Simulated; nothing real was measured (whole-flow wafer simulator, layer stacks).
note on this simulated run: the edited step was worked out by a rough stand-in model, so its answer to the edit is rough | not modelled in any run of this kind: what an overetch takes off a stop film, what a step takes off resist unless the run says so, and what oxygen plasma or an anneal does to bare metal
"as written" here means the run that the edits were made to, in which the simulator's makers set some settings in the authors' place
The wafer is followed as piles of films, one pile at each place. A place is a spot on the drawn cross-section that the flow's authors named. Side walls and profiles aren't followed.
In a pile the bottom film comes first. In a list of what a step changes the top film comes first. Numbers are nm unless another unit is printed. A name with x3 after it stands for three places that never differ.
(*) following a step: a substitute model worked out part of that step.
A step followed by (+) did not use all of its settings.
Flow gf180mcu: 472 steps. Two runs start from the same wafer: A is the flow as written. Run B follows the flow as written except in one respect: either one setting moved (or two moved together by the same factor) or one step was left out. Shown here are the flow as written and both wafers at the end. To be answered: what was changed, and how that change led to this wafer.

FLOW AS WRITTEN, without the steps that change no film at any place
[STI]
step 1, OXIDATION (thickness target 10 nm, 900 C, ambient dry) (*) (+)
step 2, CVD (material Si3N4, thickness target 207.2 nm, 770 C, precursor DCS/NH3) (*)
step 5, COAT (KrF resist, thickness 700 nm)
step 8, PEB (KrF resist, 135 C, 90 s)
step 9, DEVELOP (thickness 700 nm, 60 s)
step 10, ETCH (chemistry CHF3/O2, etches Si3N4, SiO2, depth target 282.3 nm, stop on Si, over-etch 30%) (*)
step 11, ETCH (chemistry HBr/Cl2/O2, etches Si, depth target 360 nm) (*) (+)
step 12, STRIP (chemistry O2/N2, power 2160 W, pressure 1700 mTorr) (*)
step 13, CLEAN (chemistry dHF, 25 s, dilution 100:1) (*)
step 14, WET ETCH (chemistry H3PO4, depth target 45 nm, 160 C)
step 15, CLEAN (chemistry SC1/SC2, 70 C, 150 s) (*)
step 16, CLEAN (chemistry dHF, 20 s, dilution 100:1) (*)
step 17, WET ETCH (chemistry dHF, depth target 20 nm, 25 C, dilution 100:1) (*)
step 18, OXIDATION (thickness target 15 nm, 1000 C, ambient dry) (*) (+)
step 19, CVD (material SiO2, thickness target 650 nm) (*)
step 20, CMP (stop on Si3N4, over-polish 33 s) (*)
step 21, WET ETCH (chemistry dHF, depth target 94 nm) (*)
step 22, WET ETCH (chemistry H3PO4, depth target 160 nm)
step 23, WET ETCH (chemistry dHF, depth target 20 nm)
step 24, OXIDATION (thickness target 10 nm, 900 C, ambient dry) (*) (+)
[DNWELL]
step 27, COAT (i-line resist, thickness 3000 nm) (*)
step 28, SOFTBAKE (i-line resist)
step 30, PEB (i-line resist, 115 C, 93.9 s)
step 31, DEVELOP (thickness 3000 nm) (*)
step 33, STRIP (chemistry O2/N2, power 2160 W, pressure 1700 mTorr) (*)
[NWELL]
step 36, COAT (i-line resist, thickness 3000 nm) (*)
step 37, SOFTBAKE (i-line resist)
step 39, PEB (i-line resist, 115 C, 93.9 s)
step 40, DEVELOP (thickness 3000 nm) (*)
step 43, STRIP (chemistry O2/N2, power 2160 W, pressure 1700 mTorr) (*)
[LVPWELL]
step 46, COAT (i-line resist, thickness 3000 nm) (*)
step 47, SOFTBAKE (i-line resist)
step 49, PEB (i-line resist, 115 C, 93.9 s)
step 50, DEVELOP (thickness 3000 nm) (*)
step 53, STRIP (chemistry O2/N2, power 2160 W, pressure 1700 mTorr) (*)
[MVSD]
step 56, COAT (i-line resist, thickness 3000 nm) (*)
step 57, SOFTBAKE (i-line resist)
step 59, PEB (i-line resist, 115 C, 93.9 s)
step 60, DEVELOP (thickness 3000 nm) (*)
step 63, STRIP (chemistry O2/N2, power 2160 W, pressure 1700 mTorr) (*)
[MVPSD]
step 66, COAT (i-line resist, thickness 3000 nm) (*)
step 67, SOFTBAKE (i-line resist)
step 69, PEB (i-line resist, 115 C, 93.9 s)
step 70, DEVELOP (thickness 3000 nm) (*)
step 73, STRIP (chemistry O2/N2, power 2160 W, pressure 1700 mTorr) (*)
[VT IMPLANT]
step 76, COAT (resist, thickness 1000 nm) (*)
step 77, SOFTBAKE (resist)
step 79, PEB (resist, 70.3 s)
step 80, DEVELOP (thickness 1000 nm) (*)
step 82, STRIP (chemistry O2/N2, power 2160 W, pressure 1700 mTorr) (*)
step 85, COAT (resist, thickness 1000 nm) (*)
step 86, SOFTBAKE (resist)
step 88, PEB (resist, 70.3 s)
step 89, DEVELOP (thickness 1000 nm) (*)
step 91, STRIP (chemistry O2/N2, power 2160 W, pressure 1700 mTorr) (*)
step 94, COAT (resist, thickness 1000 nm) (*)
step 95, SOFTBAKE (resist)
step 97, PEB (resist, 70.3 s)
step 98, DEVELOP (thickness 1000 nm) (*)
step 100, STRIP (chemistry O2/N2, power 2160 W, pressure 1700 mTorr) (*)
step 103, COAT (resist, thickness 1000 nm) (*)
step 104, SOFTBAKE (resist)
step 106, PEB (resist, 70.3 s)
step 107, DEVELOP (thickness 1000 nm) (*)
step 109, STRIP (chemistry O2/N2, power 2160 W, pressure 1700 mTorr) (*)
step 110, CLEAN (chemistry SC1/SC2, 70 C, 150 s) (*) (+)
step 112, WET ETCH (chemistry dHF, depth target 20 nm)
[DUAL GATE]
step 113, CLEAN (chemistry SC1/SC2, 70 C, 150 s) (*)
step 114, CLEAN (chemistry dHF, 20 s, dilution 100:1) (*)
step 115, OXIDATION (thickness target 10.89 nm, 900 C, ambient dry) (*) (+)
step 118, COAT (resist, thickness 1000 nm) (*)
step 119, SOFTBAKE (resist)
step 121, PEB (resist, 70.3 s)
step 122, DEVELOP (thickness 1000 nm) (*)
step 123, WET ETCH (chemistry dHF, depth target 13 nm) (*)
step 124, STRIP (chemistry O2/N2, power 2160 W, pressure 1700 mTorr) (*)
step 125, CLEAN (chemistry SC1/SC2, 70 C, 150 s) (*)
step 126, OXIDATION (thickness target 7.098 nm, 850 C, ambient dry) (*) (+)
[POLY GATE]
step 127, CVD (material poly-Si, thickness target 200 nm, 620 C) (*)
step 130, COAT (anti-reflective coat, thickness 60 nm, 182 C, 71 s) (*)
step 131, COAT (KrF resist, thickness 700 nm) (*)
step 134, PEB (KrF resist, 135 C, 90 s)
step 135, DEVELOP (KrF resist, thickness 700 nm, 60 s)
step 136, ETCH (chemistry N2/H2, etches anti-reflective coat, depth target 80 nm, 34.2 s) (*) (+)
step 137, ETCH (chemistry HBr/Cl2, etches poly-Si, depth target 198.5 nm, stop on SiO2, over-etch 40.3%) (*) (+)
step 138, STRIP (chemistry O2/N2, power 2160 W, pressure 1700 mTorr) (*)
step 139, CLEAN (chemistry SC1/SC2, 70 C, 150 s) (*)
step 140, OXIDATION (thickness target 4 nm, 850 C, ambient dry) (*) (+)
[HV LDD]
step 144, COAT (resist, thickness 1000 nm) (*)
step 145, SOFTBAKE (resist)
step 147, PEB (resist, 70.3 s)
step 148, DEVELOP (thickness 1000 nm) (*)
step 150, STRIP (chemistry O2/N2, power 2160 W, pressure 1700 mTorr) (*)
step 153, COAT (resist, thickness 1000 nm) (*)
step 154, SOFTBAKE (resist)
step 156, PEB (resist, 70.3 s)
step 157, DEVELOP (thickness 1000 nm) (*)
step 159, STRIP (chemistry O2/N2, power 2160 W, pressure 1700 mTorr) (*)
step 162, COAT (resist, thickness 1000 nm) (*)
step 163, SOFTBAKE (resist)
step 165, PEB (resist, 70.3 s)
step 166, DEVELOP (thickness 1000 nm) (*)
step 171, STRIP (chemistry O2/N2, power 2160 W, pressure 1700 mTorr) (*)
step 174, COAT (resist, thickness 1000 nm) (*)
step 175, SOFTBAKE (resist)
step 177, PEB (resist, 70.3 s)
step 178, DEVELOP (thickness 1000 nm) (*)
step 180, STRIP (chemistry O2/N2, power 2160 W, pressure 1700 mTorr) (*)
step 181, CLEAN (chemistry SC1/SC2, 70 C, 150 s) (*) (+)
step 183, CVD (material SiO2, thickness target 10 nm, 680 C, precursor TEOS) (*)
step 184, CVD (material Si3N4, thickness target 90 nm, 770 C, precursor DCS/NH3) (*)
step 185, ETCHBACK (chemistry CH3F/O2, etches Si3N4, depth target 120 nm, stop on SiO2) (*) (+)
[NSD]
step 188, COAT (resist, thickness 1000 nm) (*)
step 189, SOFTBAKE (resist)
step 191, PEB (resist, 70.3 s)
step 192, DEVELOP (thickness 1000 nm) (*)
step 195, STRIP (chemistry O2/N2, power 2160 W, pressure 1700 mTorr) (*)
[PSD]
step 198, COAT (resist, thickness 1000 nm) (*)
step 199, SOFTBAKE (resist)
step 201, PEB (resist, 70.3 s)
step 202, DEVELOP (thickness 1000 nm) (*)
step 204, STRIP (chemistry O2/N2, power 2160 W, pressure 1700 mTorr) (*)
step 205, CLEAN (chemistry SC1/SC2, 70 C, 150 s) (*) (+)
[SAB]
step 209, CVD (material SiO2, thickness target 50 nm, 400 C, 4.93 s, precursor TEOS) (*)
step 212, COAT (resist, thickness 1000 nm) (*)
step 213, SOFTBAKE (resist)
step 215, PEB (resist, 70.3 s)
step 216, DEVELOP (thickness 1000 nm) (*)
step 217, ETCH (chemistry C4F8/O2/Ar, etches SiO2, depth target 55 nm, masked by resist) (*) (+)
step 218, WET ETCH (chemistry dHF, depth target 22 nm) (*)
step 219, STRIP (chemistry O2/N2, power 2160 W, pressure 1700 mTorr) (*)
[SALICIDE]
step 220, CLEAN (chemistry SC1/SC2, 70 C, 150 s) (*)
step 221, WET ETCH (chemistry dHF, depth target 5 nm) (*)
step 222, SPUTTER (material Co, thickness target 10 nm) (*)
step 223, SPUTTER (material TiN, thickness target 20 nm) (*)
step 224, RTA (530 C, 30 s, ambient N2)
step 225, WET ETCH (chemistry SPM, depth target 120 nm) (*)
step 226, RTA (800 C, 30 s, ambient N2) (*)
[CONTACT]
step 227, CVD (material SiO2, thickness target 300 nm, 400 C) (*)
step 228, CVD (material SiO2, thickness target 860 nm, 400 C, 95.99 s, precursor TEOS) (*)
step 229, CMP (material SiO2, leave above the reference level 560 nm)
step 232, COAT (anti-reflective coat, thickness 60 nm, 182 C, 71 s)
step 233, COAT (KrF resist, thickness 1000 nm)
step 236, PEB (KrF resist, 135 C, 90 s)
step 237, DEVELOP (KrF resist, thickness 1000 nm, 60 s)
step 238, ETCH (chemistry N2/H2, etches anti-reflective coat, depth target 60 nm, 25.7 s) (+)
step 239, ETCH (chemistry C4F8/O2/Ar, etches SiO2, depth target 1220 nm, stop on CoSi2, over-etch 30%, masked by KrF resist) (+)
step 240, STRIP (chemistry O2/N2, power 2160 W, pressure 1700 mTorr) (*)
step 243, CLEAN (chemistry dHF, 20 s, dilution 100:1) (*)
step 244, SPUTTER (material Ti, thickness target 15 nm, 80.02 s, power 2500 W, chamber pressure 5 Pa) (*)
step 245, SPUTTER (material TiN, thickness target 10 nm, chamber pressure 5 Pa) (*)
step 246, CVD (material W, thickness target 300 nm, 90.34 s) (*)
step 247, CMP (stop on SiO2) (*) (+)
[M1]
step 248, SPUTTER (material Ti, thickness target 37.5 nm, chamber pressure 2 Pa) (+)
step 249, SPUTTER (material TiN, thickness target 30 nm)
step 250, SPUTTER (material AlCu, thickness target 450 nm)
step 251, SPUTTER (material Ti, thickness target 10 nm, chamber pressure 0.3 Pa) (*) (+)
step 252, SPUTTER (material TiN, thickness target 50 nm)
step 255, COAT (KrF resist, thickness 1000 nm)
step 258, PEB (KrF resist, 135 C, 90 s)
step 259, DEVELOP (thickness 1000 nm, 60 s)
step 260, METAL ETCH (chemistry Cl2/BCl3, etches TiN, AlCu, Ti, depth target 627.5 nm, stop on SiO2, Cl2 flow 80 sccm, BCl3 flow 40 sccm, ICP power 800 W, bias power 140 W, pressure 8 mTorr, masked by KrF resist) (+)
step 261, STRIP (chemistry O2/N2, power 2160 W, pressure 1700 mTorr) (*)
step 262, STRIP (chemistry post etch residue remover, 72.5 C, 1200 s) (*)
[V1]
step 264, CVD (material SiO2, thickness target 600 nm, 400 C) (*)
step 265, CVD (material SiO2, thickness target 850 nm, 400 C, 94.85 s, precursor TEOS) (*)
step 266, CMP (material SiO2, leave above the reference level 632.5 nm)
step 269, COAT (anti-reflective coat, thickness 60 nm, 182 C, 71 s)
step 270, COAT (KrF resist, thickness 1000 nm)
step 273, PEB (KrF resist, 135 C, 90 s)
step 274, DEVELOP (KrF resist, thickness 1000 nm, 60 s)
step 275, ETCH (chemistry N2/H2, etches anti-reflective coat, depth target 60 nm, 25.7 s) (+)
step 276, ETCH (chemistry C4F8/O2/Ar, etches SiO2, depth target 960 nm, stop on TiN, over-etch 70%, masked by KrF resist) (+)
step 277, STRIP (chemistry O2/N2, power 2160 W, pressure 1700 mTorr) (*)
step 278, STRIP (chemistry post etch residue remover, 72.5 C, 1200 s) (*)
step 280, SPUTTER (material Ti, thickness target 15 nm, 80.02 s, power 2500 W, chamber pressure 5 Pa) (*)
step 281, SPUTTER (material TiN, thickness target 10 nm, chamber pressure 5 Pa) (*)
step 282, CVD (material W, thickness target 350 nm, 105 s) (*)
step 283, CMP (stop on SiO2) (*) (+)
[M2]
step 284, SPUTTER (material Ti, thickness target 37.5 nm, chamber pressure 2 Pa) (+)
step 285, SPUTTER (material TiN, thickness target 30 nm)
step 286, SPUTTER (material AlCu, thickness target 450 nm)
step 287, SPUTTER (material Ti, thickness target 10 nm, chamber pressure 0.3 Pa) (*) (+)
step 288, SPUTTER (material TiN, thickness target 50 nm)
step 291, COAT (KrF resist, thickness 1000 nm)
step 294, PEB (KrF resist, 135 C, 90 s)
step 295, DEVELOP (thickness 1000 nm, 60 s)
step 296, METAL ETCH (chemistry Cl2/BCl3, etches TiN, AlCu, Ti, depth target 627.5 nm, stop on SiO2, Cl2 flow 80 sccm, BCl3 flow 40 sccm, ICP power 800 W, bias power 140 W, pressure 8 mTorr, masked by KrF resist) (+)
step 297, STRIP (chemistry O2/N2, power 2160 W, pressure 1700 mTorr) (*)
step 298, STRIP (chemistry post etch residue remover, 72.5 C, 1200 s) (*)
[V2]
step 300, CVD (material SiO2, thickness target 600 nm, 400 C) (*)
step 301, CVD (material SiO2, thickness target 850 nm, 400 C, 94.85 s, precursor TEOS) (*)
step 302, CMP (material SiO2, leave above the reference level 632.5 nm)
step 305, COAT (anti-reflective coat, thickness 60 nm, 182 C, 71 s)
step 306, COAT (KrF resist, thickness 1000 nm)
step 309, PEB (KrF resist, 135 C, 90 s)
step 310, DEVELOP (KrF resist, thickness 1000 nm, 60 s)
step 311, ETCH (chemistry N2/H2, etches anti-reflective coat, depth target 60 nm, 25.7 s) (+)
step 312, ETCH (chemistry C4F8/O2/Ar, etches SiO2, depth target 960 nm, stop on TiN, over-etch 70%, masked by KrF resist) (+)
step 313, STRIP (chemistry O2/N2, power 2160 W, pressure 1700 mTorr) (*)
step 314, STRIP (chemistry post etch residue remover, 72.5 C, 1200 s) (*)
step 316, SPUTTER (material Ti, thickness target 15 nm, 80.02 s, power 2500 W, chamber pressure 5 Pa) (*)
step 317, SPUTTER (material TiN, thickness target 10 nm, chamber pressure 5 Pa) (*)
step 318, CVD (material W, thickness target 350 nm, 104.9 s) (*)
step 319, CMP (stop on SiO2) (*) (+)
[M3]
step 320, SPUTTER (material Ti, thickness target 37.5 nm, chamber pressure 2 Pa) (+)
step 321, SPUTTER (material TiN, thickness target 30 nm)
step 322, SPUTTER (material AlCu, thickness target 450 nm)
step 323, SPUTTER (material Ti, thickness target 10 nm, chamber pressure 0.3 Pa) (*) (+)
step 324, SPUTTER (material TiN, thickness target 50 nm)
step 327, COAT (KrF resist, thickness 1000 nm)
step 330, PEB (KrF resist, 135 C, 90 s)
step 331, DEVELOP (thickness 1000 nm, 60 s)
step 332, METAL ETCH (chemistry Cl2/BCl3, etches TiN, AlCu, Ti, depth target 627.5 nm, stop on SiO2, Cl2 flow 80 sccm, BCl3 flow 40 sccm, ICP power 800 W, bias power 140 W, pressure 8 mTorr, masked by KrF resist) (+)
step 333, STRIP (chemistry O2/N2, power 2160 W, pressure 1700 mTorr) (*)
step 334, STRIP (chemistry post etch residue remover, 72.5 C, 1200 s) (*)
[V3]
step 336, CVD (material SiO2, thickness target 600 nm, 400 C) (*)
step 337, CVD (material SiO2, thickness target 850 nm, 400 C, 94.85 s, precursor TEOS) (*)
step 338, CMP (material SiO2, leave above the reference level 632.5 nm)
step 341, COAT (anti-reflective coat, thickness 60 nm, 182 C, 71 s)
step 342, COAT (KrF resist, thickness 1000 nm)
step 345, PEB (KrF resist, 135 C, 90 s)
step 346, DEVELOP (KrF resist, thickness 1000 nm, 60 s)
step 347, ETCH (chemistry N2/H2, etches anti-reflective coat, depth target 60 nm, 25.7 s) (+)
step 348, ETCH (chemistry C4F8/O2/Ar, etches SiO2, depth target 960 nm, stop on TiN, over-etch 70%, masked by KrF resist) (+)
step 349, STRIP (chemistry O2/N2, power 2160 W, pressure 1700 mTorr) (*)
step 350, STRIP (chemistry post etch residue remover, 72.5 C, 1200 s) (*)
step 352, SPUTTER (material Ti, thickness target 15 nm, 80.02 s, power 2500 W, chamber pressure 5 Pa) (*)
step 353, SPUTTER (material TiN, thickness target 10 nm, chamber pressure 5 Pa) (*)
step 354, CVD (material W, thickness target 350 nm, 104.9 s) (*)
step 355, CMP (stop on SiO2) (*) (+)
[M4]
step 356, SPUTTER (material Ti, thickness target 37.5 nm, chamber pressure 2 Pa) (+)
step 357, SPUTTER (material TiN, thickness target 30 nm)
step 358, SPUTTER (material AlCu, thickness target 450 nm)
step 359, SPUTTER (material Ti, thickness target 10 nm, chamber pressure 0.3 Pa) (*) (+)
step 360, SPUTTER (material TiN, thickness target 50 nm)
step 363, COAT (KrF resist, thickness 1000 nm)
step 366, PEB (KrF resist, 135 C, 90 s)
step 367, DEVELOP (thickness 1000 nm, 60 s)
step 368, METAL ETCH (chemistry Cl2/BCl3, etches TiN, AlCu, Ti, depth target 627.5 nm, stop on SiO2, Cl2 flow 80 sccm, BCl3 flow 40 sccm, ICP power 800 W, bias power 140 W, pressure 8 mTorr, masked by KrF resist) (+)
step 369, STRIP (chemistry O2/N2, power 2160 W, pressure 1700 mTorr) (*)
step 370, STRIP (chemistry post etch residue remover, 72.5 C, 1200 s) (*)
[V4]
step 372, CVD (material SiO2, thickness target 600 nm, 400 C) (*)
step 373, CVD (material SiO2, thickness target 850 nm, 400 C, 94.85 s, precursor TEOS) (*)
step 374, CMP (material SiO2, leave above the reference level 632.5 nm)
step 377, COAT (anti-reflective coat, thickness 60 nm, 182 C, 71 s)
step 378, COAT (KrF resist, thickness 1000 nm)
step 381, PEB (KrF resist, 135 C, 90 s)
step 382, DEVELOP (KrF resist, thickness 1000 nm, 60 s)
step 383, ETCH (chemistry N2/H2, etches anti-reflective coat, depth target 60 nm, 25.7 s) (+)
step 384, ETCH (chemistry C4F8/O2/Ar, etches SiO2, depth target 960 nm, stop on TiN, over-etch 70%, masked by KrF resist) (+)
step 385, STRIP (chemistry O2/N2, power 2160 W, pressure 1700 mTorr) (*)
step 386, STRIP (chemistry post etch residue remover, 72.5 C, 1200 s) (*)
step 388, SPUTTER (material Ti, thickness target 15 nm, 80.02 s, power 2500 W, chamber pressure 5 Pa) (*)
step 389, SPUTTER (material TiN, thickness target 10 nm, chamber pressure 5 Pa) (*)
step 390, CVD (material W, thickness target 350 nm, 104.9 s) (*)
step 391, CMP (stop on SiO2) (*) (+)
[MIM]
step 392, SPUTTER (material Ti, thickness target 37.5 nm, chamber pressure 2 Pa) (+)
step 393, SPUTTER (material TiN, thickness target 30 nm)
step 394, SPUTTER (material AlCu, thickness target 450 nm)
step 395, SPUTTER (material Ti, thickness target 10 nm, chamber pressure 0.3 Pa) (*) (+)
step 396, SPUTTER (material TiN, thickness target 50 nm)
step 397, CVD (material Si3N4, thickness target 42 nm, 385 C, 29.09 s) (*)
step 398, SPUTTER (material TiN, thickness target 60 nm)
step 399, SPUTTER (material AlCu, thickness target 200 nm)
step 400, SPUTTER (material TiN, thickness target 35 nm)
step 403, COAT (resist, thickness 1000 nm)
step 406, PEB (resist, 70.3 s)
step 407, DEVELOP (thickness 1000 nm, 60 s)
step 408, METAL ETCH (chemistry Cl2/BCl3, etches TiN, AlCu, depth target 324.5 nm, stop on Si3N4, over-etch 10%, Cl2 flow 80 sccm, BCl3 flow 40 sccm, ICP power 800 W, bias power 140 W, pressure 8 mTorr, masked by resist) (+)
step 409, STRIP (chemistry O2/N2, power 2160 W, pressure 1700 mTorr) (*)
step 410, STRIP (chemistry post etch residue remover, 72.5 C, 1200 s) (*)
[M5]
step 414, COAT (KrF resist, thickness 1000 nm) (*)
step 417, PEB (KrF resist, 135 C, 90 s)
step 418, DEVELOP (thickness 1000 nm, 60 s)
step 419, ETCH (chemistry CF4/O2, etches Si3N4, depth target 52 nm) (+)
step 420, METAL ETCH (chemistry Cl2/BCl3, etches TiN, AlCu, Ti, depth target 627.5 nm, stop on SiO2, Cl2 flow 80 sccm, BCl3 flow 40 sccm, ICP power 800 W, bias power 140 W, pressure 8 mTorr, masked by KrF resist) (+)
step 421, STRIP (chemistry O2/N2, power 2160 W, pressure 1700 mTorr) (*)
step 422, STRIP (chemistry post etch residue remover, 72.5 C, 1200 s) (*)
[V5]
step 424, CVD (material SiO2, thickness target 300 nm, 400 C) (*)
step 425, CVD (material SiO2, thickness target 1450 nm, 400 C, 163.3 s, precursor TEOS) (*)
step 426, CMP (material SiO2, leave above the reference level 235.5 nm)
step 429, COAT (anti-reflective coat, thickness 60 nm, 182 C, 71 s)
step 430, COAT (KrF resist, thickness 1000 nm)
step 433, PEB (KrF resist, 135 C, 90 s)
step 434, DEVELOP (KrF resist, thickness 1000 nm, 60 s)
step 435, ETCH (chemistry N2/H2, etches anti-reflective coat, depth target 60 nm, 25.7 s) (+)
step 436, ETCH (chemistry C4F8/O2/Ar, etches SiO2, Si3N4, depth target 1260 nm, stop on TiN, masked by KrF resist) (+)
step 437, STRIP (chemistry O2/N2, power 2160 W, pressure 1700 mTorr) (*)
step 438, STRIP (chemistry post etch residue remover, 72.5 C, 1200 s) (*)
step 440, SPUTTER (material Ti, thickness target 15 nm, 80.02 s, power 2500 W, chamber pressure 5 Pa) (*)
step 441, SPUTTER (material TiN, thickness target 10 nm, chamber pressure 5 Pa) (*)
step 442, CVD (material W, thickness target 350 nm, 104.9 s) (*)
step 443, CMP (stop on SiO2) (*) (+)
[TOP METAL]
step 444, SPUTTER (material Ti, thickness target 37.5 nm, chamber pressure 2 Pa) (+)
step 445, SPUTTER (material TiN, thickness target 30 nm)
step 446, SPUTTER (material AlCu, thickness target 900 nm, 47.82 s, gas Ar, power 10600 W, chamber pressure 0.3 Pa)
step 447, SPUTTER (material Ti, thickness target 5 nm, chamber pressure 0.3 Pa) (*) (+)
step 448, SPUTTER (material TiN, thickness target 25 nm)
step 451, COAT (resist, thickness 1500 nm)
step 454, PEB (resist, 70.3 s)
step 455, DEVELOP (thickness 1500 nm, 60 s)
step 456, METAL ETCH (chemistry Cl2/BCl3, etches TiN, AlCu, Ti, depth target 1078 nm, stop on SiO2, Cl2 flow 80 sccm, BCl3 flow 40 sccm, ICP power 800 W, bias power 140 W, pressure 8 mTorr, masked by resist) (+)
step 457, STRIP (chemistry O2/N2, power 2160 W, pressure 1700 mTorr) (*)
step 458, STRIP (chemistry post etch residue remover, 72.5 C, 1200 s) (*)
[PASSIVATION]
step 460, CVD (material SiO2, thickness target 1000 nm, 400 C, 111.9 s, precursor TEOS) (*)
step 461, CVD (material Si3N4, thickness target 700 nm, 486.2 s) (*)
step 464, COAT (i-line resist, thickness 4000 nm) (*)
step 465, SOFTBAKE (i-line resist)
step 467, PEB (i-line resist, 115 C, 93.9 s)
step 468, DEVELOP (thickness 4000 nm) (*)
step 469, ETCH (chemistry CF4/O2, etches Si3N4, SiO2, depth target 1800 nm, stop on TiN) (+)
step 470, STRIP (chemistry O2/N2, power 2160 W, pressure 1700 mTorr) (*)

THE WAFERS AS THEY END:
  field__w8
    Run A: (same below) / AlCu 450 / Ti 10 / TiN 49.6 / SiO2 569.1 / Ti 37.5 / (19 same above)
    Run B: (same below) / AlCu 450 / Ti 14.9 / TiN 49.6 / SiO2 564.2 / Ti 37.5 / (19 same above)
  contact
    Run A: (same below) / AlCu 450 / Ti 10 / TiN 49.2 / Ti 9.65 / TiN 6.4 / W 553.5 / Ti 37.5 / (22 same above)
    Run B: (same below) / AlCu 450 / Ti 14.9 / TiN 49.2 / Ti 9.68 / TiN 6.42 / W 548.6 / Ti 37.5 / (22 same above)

What caused this: step 323, SPUTTER: thickness target 14.9 nm was run, while the flow as written has thickness target 10 nm.
The wafer lets one read it off: field__w8 has Ti 14.9, and step 323 as written asks for 10 nm.

How this came from the change, step by step:
  step 323, SPUTTER (material Ti, thickness target 10 nm, chamber pressure 0.3 Pa) (*) (+)
      field, field__w1, field__w2 and 108 more: A +10 Ti (new film) | B +14.9 Ti (new film)
  step 332, METAL ETCH (chemistry Cl2/BCl3, etches TiN, AlCu, Ti, depth target 627.5 nm, stop on SiO2, Cl2 flow 80 sccm, BCl3 flow 40 sccm, ICP power 800 W, bias power 140 W, pressure 8 mTorr, masked by KrF resist) (+)
      field, field__w1, field__w2 and 103 more: A -50 TiN (all of it), -10 Ti (all of it), -450 AlCu (all of it), -30 TiN (all of it), -37.5 Ti (all of it) | B -50 TiN (all of it), -14.9 Ti (all of it), -450 AlCu (all of it), -30 TiN (all of it), -37.5 Ti (all of it)
